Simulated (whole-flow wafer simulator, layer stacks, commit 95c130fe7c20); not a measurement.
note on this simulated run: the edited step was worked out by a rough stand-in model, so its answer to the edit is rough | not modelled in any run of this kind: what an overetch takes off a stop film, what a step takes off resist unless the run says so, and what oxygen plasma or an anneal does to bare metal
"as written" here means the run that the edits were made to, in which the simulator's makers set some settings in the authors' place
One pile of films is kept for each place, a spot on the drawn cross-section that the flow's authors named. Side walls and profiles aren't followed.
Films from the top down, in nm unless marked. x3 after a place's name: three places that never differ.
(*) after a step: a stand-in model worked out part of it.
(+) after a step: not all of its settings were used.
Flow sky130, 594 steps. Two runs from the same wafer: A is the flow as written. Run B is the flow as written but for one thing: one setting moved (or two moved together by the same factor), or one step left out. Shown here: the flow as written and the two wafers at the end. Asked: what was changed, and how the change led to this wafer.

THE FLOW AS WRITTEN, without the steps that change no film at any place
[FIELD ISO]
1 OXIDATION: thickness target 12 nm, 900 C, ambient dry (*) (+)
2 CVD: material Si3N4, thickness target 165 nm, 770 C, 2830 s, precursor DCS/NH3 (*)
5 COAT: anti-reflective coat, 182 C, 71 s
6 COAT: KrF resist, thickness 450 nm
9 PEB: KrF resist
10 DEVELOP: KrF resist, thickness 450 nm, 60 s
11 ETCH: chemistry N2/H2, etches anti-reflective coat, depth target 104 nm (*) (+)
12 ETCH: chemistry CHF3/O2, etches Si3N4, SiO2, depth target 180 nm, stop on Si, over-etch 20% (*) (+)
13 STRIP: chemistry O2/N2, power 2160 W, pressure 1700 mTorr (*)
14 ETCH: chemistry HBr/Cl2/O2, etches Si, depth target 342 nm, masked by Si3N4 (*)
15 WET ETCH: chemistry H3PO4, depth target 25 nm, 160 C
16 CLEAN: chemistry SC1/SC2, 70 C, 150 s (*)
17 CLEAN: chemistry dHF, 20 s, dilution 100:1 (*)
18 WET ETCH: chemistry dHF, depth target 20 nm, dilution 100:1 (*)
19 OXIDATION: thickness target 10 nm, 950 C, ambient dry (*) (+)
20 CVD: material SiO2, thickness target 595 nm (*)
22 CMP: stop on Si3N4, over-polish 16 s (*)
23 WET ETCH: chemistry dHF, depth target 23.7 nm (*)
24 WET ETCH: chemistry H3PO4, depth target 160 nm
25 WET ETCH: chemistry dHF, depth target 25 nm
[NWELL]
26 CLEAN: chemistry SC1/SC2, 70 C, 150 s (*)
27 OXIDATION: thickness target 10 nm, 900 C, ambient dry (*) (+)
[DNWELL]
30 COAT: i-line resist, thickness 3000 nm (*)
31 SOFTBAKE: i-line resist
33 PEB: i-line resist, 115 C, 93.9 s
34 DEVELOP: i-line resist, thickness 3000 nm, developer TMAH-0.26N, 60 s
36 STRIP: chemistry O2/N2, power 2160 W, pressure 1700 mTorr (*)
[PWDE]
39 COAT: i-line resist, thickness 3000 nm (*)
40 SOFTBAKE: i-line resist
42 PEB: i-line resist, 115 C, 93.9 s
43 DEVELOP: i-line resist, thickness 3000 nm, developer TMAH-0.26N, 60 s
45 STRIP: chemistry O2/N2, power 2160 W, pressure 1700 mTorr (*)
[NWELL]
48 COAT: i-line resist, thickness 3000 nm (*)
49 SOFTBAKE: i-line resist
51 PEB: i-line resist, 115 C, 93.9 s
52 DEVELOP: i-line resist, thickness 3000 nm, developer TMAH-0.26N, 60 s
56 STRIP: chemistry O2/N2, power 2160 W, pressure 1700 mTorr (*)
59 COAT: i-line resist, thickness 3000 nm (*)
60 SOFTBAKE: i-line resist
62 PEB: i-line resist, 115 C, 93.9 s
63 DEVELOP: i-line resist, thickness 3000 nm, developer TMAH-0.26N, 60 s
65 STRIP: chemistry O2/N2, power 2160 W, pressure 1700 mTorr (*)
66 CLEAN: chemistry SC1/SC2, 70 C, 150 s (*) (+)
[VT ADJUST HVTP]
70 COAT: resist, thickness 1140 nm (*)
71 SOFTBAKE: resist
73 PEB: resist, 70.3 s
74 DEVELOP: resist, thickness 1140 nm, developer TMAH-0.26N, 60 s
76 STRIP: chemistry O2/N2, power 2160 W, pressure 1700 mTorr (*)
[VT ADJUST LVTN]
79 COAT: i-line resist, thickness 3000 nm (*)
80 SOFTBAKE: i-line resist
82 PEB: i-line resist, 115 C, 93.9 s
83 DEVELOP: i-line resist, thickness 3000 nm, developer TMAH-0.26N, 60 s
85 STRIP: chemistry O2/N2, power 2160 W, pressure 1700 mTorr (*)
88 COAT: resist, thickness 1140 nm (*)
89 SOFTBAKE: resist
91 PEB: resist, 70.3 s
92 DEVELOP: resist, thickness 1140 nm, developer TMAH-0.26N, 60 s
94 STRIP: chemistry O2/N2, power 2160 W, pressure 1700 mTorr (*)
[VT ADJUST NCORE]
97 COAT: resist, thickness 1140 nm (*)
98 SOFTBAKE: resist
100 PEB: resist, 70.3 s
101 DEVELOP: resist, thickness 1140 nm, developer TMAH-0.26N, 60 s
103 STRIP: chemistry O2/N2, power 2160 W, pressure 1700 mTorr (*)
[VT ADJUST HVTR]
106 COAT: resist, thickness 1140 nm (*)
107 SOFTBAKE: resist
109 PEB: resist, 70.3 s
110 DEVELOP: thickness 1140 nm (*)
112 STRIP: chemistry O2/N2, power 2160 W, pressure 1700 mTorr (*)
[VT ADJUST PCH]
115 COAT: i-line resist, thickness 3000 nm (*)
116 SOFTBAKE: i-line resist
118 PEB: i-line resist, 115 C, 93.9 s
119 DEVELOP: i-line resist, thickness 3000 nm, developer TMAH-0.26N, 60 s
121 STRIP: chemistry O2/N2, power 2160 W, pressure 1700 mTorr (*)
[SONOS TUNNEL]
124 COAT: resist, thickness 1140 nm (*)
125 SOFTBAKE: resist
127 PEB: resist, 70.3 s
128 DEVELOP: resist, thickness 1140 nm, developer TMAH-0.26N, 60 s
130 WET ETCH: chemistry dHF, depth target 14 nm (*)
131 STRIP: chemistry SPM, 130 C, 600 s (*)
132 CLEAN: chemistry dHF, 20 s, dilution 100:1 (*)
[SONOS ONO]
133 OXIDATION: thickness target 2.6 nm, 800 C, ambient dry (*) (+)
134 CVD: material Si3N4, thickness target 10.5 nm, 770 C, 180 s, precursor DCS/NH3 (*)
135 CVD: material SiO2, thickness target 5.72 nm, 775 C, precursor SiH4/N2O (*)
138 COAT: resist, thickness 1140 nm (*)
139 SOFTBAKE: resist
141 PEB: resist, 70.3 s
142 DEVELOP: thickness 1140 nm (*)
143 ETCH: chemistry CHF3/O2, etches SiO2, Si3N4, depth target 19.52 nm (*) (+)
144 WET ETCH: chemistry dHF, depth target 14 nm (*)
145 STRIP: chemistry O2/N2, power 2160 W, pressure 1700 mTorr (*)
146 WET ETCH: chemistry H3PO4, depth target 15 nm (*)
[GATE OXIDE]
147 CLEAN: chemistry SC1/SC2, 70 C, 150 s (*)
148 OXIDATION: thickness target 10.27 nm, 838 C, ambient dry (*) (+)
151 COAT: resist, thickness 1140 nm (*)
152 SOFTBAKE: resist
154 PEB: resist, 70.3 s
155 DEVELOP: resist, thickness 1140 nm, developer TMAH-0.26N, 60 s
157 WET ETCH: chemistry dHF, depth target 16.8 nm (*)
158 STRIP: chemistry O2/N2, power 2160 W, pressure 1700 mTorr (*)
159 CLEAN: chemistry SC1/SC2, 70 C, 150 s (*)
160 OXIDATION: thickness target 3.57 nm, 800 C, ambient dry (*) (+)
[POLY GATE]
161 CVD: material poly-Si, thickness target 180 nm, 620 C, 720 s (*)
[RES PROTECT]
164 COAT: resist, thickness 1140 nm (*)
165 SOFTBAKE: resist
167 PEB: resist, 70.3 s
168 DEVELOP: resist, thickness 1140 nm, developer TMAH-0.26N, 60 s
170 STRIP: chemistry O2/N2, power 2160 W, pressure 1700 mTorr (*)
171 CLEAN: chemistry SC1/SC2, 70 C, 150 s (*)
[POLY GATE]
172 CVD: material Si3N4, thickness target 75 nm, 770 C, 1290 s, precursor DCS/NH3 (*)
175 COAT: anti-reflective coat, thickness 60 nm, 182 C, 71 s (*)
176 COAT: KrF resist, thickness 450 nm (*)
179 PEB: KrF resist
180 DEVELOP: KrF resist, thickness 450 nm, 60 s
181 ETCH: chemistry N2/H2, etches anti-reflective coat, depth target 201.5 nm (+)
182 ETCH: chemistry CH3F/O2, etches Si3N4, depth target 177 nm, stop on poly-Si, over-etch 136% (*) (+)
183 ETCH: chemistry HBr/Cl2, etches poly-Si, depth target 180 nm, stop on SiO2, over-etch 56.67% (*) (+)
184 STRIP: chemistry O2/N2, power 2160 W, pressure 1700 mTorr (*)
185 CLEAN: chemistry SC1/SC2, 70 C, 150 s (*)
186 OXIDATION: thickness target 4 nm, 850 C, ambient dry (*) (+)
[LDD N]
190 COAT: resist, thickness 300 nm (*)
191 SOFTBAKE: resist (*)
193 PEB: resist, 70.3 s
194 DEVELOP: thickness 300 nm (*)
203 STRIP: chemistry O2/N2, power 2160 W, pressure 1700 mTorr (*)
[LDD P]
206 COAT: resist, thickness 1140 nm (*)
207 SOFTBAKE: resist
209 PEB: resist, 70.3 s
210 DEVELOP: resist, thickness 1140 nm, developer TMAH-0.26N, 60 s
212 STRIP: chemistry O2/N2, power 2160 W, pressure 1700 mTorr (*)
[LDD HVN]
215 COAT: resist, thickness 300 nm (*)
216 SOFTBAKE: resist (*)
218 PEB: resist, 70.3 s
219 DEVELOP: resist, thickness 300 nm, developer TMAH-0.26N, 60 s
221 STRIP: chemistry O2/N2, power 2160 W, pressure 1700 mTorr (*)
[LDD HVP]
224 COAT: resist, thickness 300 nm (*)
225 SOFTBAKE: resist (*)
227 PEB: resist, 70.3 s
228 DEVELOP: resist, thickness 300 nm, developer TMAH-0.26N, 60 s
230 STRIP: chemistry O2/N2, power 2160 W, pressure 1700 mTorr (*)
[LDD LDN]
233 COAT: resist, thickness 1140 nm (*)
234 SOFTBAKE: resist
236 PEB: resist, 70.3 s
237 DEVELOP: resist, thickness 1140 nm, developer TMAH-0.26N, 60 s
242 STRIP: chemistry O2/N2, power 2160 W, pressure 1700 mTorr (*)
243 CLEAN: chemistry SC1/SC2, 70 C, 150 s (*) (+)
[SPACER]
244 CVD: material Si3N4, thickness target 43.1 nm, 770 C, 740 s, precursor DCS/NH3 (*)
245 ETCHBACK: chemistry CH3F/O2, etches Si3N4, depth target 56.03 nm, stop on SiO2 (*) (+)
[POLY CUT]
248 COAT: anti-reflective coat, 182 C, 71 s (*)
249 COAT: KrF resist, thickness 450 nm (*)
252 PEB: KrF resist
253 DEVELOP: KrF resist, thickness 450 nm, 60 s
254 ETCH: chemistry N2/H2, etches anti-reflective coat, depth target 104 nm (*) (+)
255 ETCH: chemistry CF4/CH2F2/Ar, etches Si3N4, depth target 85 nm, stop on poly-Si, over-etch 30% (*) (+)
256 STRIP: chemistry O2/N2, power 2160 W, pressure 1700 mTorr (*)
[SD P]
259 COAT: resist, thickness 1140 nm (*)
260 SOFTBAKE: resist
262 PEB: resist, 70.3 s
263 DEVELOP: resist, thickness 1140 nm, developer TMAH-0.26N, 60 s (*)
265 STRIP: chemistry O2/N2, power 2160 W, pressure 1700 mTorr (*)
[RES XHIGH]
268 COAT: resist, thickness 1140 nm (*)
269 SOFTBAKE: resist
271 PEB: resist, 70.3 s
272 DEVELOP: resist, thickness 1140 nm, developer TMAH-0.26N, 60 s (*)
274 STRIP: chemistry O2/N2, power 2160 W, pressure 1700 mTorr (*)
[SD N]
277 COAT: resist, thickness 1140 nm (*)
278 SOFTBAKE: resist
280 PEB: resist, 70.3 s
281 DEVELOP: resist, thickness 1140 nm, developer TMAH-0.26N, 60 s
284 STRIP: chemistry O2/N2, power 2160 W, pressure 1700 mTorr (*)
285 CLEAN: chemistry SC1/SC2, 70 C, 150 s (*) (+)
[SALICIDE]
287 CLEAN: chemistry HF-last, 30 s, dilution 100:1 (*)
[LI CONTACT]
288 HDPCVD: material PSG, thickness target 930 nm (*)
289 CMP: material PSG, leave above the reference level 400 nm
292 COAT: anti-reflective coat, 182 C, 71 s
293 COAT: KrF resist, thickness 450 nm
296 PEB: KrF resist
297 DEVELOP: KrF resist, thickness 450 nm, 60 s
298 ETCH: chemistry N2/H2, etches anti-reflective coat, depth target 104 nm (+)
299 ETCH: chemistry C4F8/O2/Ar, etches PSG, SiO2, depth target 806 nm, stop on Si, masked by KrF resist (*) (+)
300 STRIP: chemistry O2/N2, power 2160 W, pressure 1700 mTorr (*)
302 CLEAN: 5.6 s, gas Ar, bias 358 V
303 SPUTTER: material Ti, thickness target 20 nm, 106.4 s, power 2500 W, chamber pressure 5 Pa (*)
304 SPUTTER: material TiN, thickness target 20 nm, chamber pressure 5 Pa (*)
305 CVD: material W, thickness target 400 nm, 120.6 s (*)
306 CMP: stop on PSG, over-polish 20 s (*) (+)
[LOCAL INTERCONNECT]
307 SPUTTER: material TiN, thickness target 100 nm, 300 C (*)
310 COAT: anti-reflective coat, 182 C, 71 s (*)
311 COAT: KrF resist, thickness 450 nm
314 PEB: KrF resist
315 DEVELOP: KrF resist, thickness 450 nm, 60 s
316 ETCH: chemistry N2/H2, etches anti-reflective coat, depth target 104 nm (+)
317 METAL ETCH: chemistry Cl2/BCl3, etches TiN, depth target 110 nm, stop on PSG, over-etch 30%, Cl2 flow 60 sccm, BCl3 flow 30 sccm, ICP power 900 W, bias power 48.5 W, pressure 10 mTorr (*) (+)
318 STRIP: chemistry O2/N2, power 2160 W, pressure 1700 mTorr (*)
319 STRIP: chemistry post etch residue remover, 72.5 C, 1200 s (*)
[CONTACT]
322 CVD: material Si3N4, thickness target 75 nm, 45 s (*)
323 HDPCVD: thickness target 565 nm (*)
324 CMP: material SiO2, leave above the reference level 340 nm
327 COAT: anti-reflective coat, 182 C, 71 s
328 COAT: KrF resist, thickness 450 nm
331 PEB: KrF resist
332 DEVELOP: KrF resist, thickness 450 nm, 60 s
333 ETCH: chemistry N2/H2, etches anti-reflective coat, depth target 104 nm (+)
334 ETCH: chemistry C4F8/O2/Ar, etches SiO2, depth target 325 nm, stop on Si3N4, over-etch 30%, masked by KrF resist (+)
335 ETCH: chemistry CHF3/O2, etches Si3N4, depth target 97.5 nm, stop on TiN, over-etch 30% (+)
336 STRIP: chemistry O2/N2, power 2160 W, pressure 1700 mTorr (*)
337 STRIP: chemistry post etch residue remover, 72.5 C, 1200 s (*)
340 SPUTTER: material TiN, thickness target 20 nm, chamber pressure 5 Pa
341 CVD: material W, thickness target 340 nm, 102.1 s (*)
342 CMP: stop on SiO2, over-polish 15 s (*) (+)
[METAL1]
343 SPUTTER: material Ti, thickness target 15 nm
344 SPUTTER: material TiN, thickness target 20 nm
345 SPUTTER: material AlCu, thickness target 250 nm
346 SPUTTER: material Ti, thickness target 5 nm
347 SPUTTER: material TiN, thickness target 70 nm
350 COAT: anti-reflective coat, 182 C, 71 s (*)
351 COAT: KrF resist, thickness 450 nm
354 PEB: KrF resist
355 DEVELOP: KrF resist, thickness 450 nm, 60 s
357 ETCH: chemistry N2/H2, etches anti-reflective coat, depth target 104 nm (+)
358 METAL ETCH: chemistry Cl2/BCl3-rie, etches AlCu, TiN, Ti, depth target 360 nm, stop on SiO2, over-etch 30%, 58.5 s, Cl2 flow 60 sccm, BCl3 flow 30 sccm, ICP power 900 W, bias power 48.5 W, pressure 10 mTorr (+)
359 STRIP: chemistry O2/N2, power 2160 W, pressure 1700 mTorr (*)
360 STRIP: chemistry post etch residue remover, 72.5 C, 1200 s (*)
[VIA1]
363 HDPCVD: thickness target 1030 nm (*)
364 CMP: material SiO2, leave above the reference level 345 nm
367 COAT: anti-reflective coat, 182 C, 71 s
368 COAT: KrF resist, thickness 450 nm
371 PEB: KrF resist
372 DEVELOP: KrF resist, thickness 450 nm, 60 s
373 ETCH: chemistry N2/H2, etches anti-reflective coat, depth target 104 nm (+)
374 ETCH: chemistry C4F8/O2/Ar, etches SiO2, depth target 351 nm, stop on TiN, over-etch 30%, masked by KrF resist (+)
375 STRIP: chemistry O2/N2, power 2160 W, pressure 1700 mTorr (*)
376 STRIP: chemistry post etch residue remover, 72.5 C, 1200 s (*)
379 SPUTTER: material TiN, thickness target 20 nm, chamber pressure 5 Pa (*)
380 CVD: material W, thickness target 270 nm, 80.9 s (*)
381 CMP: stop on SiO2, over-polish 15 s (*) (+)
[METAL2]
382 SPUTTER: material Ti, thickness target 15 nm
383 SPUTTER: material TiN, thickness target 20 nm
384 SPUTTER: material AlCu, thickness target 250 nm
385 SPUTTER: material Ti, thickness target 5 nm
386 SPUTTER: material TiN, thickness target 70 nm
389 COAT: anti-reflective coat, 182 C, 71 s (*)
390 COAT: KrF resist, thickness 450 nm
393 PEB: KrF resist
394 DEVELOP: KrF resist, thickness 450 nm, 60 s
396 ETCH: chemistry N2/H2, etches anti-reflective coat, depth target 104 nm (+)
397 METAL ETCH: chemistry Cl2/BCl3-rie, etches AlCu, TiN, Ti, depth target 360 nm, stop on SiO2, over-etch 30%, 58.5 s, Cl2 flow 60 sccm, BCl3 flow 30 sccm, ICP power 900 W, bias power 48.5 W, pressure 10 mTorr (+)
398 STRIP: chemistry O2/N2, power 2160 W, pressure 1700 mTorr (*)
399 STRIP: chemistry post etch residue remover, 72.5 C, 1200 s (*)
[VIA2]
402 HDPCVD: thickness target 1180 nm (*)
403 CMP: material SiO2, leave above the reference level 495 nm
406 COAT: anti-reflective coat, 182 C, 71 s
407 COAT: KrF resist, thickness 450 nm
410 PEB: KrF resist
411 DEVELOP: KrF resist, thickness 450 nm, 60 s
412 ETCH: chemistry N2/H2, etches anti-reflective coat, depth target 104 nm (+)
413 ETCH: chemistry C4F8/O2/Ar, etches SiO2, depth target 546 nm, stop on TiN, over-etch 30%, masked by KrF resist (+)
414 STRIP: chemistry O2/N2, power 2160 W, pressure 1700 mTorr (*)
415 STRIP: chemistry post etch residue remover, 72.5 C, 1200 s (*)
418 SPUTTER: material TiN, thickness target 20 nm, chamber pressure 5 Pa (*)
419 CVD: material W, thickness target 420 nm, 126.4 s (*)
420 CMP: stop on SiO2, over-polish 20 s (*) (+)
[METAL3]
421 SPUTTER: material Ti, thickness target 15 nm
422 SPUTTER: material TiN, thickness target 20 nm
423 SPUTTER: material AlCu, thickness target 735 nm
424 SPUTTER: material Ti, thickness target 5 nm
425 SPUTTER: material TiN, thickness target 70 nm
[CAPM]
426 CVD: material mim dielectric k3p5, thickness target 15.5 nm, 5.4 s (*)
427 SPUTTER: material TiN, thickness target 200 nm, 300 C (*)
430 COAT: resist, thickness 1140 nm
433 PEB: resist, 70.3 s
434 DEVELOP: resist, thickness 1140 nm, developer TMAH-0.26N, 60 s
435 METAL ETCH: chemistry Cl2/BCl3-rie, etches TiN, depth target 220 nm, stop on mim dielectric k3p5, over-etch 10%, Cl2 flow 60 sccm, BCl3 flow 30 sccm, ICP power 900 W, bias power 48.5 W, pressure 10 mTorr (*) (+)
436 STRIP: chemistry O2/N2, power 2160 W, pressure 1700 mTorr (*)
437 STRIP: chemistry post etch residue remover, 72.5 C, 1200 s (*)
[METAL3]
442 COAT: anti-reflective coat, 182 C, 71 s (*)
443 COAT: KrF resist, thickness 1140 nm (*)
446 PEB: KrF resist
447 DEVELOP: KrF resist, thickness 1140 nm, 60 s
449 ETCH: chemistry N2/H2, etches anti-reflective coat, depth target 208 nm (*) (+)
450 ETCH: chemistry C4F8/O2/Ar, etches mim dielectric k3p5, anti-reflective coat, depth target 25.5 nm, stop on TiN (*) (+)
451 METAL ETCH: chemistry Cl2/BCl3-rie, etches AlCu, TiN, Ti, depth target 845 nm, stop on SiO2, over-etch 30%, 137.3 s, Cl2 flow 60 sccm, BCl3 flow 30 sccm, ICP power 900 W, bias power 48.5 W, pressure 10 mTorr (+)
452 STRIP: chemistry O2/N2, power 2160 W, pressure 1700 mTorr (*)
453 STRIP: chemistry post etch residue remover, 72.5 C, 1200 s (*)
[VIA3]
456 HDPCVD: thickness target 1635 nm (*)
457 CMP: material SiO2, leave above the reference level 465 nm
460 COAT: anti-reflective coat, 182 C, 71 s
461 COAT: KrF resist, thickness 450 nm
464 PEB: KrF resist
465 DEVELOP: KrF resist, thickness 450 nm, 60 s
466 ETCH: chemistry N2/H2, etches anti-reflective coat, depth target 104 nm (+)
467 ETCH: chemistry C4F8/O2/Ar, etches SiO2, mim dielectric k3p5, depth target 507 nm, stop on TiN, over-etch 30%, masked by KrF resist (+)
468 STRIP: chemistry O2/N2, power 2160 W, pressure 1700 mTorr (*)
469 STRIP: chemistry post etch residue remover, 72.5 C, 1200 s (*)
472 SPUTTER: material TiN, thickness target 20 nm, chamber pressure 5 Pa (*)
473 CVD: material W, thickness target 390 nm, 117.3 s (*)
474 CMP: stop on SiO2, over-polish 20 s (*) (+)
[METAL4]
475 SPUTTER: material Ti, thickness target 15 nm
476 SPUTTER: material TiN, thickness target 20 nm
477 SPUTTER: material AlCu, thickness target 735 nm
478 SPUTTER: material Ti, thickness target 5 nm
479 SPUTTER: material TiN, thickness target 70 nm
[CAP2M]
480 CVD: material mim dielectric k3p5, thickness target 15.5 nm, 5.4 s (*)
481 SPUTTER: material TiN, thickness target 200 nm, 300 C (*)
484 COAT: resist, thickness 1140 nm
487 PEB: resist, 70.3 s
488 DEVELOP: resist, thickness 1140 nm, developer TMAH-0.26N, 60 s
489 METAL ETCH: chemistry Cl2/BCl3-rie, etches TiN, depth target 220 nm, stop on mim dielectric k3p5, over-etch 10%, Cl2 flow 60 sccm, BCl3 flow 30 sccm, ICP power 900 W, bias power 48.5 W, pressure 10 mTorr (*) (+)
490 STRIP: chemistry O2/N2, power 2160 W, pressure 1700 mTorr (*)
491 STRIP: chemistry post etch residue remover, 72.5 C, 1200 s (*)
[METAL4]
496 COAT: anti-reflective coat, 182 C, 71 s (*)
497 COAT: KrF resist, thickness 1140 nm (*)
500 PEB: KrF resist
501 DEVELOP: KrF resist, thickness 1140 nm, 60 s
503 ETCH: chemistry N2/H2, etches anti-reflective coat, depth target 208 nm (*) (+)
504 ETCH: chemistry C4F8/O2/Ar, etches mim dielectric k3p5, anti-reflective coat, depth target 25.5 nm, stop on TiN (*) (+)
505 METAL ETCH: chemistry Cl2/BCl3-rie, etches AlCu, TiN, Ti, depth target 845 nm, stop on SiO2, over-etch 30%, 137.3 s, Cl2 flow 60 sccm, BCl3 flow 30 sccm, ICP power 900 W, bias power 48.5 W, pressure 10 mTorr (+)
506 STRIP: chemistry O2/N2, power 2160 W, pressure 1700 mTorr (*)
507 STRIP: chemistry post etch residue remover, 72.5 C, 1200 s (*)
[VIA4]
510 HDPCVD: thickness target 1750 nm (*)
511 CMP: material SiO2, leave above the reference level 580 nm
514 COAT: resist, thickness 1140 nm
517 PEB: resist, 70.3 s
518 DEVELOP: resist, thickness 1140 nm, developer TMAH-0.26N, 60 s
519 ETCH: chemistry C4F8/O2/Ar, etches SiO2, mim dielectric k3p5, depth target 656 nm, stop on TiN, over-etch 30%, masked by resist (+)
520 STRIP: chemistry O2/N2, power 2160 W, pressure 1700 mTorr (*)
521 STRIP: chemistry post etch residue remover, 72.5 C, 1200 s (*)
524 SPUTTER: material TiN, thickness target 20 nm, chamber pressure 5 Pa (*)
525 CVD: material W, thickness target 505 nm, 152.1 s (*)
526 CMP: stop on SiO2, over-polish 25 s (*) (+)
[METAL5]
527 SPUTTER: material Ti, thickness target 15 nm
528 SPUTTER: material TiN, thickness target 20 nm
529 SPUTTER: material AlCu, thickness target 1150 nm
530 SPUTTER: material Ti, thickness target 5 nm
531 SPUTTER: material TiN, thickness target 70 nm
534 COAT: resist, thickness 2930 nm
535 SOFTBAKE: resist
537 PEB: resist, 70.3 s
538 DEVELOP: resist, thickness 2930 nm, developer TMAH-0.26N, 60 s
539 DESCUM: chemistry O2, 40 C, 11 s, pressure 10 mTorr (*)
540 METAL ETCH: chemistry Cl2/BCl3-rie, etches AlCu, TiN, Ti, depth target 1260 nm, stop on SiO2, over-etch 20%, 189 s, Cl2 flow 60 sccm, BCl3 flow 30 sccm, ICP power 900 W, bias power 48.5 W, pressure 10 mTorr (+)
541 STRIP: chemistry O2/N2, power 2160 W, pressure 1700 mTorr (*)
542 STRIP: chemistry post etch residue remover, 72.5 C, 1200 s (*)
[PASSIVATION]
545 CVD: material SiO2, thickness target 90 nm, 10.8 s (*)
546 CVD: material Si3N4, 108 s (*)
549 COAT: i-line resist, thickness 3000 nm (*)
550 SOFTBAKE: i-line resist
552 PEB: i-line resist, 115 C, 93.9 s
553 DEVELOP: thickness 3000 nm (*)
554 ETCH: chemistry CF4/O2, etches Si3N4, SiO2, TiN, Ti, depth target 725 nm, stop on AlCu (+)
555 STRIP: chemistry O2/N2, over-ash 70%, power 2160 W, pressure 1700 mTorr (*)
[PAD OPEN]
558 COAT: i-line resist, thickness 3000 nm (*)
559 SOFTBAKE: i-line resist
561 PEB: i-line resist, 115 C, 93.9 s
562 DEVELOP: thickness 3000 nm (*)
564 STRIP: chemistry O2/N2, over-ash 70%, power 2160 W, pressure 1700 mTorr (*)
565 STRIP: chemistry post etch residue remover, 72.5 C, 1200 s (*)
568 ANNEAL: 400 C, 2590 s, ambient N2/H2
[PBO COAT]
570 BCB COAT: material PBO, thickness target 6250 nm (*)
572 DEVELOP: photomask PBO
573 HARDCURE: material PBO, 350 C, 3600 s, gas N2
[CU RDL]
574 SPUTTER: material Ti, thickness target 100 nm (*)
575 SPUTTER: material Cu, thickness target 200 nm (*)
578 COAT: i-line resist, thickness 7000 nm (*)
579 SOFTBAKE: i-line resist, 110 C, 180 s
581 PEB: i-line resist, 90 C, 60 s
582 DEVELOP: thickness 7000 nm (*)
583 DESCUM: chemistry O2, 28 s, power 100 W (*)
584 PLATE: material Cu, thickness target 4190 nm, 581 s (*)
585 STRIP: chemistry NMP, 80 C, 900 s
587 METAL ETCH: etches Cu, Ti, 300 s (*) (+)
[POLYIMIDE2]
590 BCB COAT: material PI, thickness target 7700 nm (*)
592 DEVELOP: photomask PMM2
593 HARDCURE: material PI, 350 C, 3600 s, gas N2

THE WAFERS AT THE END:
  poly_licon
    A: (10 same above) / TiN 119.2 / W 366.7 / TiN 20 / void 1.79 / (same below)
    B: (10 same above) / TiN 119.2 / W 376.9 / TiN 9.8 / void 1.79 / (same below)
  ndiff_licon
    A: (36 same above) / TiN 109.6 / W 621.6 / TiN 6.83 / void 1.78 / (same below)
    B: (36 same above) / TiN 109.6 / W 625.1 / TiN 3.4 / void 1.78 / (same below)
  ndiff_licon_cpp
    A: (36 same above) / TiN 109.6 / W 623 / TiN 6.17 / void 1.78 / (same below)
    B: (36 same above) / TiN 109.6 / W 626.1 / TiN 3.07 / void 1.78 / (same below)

The cause: step 304, SPUTTER: thickness target 9.8 nm was run, where the flow has thickness target 20 nm.
It can be read off the wafer: poly_licon has TiN 9.8, and step 304 as written asks for 20 nm.

How the change led to this, step by step:
  304 SPUTTER: material TiN, thickness target 20 nm, chamber pressure 5 Pa (*)
      field, active, n_well and 185 more: A TiN +20 (new film) | B TiN +9.8 (new film)
      ndiff_licon: A TiN +6.83 (new film) | B TiN +3.4 (new film)
      (and at 2 more places)
  306 CMP: stop on PSG, over-polish 20 s (*) (+)
      field, active, n_well and 184 more: A W -400 (all of it), TiN -20 (all of it), Ti -20 (all of it), PSG -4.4 | B W -400 (all of it), TiN -9.8 (all of it), Ti -20 (all of it), PSG -4.4
      ndiff_licon, ndiff_licon_cpp, rpo_hd_licon: A W -444.9 | B W -434.7
      (and at 1 more place)
